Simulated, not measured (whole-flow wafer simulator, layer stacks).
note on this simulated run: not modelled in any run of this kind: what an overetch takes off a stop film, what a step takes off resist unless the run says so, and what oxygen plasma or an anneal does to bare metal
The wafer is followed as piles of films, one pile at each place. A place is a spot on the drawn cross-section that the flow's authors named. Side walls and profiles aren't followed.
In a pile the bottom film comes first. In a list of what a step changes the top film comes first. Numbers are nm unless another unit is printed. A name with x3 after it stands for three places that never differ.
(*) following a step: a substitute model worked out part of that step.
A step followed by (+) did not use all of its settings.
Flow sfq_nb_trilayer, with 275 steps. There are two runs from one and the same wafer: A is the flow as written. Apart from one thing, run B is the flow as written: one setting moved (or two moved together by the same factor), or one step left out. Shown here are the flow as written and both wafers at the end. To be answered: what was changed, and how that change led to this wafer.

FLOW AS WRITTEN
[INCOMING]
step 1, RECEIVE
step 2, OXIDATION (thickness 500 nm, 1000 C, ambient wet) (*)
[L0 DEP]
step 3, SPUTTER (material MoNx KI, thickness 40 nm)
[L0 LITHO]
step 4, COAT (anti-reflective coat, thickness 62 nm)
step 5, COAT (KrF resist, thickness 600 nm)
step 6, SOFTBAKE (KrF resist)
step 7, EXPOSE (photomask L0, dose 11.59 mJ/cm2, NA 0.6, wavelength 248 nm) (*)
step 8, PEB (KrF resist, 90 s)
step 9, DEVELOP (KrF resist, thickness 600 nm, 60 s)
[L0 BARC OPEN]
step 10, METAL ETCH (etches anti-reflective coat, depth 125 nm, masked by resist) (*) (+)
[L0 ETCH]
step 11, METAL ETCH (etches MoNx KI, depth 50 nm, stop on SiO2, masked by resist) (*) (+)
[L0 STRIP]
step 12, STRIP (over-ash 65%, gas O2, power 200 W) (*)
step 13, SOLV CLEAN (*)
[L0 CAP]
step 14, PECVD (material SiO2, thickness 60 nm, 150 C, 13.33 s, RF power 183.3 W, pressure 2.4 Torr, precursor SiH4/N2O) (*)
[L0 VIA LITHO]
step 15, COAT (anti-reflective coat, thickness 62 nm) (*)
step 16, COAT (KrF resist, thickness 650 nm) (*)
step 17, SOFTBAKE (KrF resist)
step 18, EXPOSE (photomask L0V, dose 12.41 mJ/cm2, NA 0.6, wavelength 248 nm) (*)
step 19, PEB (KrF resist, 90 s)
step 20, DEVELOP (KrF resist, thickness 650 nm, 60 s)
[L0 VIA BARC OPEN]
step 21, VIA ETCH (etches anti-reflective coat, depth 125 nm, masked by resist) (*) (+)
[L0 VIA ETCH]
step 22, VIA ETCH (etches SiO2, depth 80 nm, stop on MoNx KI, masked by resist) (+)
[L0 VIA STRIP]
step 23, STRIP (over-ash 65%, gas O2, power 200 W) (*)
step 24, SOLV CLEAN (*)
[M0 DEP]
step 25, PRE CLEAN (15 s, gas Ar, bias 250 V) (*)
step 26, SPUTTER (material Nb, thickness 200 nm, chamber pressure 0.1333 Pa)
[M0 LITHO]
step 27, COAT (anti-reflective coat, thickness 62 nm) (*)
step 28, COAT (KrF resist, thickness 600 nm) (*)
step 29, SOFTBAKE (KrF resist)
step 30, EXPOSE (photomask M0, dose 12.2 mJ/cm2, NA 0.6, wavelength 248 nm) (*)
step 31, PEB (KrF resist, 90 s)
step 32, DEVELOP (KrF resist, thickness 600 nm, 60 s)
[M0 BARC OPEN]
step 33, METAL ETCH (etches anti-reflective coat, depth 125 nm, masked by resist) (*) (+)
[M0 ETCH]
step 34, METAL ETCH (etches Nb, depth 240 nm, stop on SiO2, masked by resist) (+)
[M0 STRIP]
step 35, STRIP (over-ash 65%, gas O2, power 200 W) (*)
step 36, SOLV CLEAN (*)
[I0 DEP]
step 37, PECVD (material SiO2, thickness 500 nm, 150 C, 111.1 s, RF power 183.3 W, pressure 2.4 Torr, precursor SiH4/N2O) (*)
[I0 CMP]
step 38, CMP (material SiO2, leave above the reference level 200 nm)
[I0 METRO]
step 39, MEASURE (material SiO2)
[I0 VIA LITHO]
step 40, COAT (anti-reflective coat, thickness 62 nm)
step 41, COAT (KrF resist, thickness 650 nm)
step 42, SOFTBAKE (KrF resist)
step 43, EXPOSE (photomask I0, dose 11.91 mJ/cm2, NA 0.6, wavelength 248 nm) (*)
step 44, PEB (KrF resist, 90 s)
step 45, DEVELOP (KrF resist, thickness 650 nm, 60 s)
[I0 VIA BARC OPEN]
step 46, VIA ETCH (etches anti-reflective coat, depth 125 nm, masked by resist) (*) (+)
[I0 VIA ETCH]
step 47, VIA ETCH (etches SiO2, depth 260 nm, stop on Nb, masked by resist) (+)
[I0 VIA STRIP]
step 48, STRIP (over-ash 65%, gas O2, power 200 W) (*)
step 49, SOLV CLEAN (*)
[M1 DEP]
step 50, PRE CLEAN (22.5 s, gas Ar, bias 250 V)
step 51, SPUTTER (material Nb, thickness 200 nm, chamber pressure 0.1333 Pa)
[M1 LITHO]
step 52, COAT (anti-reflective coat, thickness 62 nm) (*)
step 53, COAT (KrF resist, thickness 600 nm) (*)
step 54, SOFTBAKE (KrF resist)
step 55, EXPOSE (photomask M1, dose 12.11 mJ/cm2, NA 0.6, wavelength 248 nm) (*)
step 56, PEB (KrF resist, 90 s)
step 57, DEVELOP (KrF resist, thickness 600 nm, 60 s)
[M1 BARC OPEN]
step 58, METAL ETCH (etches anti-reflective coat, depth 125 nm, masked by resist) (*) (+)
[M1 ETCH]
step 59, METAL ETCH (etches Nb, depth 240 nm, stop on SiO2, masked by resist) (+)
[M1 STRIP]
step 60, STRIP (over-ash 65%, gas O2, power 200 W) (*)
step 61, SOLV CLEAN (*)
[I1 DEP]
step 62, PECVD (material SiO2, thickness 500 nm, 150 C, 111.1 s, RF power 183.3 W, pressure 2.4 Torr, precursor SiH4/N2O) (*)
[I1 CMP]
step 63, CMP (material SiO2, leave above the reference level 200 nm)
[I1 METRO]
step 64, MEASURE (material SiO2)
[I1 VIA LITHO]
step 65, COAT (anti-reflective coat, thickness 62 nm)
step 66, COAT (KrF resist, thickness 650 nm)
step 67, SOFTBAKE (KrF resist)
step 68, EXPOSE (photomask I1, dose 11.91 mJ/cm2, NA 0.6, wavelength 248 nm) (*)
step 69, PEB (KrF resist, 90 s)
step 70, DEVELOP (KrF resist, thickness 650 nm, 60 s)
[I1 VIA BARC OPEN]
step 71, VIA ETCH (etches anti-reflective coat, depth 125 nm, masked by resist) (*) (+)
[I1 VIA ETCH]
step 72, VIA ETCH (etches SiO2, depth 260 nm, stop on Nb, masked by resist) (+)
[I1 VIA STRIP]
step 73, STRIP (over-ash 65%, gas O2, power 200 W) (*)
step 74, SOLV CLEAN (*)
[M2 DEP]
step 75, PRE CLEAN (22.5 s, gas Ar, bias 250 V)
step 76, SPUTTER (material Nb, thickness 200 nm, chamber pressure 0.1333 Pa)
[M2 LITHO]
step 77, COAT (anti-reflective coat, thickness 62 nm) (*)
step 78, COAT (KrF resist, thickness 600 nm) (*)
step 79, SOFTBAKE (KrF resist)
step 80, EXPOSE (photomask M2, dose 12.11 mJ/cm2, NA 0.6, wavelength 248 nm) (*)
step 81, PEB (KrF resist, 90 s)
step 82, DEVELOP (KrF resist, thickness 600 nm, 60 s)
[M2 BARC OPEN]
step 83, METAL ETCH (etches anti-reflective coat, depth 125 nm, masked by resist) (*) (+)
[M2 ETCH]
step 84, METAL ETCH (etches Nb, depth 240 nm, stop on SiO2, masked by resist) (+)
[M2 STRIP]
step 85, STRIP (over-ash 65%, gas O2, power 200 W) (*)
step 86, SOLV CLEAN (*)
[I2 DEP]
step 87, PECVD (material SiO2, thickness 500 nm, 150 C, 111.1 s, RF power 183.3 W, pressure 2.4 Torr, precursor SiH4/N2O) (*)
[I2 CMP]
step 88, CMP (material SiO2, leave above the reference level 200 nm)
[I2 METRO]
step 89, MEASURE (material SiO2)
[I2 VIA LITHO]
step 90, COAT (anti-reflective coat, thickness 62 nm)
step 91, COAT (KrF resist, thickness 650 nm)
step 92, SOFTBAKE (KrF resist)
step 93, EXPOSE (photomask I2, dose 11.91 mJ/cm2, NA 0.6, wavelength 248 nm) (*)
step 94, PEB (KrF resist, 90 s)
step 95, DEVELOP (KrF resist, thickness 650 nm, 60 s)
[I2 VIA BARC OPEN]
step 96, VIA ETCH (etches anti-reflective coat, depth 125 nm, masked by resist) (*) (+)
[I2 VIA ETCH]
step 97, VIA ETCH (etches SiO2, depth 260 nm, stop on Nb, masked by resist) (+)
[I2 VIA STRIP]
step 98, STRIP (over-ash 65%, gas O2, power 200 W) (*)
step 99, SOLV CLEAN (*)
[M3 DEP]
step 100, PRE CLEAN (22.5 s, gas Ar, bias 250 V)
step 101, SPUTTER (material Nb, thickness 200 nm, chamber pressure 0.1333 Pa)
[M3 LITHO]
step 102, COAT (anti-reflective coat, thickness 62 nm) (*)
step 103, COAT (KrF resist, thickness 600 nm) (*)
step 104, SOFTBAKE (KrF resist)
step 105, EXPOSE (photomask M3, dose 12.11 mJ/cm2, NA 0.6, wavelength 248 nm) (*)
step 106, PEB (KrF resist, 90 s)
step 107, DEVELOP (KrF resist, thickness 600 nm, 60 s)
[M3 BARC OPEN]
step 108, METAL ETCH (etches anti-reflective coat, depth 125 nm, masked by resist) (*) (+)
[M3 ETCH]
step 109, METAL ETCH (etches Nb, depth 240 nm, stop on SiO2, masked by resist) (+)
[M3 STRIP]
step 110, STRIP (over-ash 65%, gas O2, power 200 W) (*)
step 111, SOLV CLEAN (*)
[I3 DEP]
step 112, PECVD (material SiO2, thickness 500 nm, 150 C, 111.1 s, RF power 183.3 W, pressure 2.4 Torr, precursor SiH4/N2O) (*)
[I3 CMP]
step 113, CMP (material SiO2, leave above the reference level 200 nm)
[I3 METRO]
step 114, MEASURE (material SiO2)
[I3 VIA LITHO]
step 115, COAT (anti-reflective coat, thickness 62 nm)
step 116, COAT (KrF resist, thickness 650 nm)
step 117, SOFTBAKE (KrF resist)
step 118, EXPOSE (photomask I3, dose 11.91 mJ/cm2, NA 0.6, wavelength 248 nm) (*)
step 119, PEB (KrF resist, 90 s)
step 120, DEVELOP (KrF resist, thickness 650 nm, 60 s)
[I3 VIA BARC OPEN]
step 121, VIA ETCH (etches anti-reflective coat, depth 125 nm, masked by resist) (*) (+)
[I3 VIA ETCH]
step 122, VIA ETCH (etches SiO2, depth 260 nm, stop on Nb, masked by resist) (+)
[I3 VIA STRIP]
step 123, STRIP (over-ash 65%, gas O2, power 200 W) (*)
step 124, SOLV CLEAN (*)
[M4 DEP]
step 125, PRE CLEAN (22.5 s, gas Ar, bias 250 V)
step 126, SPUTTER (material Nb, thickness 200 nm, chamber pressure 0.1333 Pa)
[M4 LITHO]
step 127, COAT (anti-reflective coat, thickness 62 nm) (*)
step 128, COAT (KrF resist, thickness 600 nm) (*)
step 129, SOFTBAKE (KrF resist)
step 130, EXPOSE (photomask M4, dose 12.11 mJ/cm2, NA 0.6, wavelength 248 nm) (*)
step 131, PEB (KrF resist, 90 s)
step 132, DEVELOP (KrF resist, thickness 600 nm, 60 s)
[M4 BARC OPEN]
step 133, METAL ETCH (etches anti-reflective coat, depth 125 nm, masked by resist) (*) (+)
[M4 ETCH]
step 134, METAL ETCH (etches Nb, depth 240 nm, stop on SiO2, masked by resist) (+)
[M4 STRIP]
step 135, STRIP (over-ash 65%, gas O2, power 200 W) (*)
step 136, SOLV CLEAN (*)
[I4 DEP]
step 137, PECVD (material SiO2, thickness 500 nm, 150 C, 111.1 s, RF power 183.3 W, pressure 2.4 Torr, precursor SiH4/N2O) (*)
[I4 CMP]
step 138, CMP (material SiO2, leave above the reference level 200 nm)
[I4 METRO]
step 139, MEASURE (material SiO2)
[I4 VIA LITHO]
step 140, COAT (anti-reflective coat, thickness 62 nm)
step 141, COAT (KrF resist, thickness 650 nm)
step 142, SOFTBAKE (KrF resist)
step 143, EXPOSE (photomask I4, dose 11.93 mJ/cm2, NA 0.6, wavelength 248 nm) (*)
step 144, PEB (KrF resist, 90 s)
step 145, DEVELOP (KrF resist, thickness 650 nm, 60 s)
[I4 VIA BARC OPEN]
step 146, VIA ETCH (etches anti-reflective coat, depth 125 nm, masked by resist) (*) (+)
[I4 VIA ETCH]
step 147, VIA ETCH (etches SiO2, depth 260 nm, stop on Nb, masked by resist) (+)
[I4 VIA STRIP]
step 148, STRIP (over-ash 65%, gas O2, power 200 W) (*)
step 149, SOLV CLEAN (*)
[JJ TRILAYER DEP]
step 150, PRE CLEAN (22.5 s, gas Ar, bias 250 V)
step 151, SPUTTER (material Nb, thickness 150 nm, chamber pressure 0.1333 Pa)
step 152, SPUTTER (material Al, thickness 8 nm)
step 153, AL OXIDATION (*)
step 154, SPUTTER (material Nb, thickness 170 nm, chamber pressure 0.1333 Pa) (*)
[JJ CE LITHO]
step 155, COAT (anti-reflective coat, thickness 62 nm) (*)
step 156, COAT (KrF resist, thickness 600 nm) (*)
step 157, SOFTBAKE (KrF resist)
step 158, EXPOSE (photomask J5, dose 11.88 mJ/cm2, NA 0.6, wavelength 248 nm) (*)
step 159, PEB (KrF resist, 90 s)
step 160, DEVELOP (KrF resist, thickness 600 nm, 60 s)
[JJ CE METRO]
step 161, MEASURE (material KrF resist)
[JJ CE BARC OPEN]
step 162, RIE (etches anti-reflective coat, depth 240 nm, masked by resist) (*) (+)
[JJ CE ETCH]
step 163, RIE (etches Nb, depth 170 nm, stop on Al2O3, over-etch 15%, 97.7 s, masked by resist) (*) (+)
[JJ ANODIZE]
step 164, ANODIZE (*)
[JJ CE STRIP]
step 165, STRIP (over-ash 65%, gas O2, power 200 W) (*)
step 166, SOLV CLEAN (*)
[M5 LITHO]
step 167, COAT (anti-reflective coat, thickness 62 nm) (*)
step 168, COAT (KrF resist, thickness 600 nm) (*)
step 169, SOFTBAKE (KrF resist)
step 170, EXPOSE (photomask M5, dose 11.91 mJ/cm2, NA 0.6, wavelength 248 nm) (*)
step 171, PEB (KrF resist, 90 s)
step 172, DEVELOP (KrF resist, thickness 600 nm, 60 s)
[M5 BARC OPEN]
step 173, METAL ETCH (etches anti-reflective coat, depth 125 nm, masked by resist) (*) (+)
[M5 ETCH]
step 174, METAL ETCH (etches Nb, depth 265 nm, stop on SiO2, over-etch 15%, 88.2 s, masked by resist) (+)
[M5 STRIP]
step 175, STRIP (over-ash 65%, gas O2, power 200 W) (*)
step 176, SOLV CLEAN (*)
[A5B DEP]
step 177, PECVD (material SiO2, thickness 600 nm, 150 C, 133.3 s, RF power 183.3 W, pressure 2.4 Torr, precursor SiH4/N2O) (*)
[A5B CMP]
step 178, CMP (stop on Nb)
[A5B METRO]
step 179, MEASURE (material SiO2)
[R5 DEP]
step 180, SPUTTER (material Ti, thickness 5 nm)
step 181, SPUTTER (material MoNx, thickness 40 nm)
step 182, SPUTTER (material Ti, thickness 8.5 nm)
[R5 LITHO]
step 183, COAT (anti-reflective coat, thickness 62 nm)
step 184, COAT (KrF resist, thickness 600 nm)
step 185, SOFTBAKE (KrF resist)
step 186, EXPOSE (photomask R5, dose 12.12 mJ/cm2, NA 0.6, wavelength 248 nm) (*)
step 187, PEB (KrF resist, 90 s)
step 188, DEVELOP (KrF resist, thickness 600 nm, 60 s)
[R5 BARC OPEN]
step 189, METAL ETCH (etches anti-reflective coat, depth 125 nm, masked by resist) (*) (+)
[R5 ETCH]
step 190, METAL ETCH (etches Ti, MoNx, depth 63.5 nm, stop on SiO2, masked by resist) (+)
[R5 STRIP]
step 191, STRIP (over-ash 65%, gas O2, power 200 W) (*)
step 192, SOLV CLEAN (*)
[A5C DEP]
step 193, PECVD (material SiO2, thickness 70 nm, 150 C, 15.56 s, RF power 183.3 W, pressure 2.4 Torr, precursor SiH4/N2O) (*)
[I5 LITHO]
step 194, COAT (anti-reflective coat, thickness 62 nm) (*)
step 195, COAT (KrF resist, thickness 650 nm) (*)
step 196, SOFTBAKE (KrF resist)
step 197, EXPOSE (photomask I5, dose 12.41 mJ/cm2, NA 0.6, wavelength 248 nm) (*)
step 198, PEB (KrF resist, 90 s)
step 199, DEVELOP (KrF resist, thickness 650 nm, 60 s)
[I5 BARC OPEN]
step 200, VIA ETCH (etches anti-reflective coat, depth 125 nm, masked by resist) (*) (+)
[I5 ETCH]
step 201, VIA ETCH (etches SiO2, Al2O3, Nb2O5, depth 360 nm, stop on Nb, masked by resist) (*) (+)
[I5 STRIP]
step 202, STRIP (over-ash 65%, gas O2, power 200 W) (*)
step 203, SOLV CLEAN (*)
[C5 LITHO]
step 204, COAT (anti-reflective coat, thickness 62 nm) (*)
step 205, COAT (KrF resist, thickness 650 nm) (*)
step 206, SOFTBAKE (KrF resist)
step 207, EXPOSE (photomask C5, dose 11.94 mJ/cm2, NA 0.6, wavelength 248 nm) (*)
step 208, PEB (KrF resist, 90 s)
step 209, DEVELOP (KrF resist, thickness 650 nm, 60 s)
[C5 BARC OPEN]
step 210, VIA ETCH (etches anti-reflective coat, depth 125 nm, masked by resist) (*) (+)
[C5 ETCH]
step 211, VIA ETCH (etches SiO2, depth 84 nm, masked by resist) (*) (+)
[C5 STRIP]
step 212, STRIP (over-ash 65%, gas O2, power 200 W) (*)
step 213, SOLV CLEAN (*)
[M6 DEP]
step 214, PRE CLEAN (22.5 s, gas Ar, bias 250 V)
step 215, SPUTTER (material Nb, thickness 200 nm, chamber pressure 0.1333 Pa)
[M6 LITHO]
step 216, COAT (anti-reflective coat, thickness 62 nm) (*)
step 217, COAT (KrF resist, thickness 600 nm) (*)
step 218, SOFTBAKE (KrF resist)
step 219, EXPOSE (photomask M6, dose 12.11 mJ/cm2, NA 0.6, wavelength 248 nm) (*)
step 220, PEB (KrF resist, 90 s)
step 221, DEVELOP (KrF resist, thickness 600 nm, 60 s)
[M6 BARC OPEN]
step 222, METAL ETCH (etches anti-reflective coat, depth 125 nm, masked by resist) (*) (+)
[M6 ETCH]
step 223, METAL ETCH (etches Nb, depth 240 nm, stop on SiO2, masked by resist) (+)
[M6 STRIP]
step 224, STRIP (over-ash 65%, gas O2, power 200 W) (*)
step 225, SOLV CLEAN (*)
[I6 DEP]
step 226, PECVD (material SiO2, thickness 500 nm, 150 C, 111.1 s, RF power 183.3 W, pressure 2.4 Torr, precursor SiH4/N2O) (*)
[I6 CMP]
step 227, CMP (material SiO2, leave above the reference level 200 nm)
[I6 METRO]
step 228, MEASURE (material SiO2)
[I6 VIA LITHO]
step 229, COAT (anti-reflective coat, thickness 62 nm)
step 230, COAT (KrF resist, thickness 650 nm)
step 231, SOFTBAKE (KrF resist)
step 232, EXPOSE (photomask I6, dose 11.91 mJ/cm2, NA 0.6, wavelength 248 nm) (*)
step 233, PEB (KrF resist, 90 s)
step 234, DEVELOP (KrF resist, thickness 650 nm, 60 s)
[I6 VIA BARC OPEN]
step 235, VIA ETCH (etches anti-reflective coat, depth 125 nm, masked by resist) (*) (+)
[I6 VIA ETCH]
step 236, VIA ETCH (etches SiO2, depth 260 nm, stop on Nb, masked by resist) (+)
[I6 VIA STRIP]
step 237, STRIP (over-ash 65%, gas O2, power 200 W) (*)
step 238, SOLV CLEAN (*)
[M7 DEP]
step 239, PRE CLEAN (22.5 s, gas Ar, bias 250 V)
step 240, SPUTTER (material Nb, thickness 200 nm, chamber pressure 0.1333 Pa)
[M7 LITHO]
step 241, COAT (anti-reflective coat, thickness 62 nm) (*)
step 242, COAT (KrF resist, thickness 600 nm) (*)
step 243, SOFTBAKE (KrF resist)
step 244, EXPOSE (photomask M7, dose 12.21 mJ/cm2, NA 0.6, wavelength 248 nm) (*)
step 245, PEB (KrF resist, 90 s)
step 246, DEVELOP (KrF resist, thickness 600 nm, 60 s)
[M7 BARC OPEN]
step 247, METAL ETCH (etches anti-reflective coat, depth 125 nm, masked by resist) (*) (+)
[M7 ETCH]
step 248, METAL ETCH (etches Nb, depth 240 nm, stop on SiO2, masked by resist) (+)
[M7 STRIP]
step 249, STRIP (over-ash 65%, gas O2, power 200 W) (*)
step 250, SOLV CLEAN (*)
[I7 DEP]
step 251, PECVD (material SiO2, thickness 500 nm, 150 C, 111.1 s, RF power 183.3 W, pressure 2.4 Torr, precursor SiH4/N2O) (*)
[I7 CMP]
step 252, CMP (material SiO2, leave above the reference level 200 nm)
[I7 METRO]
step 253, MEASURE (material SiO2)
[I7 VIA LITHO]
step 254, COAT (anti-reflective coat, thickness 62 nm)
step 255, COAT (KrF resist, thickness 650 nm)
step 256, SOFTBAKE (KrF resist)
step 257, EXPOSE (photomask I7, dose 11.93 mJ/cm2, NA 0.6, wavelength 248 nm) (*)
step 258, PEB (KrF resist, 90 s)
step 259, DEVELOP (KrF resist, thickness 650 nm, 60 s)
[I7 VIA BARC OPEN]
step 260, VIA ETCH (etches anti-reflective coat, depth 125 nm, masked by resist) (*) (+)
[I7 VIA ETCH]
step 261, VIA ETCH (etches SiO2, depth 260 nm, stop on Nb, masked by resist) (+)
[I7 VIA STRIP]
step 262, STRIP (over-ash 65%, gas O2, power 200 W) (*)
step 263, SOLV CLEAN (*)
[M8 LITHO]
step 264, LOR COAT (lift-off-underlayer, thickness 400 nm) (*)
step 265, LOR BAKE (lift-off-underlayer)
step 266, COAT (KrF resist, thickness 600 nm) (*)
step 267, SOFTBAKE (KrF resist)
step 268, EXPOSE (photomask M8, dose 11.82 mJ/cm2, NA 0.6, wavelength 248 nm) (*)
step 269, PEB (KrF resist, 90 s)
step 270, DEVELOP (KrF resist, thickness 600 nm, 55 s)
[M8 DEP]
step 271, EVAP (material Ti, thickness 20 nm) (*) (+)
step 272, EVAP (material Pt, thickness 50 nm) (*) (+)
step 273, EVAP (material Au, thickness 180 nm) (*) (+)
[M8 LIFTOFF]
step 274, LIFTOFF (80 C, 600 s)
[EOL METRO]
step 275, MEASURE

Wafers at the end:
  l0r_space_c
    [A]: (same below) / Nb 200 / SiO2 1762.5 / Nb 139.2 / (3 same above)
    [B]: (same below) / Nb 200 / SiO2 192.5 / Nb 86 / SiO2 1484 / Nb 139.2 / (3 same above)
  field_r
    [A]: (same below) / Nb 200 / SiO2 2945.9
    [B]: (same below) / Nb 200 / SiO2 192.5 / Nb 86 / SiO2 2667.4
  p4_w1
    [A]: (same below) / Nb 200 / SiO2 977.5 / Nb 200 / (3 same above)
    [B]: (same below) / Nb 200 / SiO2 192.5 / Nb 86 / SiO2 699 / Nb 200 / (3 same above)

The reason: step 59, METAL ETCH: depth 114 nm was run, though the flow has depth 240 nm.

How this came from the change, step by step:
  step 59, METAL ETCH (etches Nb, depth 240 nm, stop on SiO2, masked by resist) (+)
      field_l, be, be_sur and 79 more: A -200 Nb (all of it) | B -114 Nb
      v_sur, via_wl, via_w and 21 more: A -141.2 KrF resist | B -67.1 KrF resist
  step 60, STRIP (over-ash 65%, gas O2, power 200 W) (*)
      wl_j_sl, wl_jj, wl_j_sr and 13 more: A -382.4 KrF resist (all of it), -62 anti-reflective coat (all of it) | B -456.5 KrF resist (all of it), -62 anti-reflective coat (all of it)
      v_sur: A -365.9 KrF resist (all of it), -61.1 anti-reflective coat (all of it) | B -440 KrF resist (all of it), -61.1 anti-reflective coat (all of it)
      (and at 7 other places as well)
  step 62, PECVD (material SiO2, thickness 500 nm, 150 C, 111.1 s, RF power 183.3 W, pressure 2.4 Torr, precursor SiH4/N2O) (*)
      field_l, be, be_sur and 72 more: A +500 SiO2 | B +500 SiO2 (new film)
      lsp_m, ln_m6, lsp_r, l0_sur, l0v: A +494.9 SiO2 | B +500 SiO2 (new film)
      (and at 2 other places as well)
  step 63, CMP (material SiO2, leave above the reference level 200 nm)
      field_l, be, be_sur and 72 more: A -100 SiO2 | B -186 SiO2
      lsp_m, ln_m6, lsp_r, l0_sur, l0v: A -94.9 SiO2 | B -186 SiO2
      (and at 2 other places as well)
With metal films that touch counted as one body, l0r_space_c has 3 bodies (between them, from the top down: SiO2 1484; SiO2 192.5); the flow as written gives 2 bodies (between them, from the top down: SiO2 1762.5).
With metal films that touch counted as one body, field_r has 2 bodies (between them, from the top down: SiO2 192.5); the flow as written gives 1 body.
With metal films that touch counted as one body, p4_w1 has 4 bodies (between them, from the top down: SiO2 192.5; SiO2 699; SiO2 192.5); the flow as written gives 3 bodies (between them, from the top down: SiO2 192.5; SiO2 977.5).
